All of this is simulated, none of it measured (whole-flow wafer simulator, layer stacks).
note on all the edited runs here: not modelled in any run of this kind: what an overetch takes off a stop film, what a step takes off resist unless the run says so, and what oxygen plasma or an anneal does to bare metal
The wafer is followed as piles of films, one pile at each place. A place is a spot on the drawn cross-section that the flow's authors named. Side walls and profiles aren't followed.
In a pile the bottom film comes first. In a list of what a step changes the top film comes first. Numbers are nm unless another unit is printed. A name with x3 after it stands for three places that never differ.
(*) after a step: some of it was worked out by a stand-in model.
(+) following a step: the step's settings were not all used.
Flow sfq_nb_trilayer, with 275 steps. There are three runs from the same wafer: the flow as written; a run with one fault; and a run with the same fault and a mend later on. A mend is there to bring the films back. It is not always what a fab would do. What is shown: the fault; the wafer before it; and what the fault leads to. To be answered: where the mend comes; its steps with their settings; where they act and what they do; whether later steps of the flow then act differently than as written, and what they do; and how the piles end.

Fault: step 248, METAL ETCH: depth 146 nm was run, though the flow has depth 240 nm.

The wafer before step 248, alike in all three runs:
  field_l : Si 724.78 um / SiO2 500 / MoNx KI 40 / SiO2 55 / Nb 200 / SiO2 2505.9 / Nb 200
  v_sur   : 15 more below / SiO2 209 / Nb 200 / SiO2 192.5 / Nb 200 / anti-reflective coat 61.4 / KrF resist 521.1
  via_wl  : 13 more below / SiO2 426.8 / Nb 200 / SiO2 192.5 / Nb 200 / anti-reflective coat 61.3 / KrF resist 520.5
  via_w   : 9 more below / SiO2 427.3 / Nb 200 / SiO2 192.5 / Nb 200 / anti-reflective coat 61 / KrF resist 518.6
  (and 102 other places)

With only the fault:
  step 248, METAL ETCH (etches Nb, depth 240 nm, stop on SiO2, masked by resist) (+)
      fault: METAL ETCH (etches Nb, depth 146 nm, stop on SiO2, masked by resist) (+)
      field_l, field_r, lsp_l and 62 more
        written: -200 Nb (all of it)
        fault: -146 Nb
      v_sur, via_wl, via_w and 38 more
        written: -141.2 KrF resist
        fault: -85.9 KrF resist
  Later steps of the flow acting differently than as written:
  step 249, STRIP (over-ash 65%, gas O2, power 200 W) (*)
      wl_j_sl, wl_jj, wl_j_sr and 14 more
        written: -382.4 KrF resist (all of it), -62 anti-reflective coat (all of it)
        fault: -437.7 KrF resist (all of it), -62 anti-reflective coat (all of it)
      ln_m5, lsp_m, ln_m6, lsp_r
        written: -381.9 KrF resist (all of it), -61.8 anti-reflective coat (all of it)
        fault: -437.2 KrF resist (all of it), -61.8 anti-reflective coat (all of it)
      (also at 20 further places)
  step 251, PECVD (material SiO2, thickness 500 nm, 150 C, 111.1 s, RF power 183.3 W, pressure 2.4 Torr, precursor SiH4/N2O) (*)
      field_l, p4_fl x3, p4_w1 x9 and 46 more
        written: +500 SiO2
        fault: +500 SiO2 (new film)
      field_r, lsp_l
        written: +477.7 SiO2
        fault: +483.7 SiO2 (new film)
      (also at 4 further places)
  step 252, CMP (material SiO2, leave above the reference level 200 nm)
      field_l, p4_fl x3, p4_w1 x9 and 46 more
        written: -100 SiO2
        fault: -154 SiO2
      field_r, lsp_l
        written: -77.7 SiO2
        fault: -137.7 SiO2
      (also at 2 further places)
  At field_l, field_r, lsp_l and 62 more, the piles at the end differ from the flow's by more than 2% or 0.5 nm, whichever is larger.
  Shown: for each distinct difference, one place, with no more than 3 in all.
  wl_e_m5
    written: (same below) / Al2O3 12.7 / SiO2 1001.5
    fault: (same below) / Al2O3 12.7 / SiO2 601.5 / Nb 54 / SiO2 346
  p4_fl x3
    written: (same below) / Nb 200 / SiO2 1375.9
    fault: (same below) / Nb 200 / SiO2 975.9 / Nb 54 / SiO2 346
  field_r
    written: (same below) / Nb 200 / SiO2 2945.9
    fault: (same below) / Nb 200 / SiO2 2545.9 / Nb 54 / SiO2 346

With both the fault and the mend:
  The mend follows step 248.
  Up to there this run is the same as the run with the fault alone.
  step 248a, METAL ETCH (etches Nb, depth 94 nm, stop on SiO2, masked by resist) (+) (the flow's step 248, run once more with other settings)
      field_l, field_r, lsp_l and 62 more
        -54 Nb (all of it)
      v_sur, via_wl, via_w and 38 more
        -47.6 KrF resist
  Later steps of the flow acting differently than as written:
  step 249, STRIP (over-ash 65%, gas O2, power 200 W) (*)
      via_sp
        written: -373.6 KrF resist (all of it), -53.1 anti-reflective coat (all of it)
        mend: -381.3 KrF resist (all of it), -53.1 anti-reflective coat (all of it)
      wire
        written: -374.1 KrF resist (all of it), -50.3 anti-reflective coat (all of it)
        mend: -381.8 KrF resist (all of it), -50.3 anti-reflective coat (all of it)
  The piles end the same as the flow's at every place that both follow.
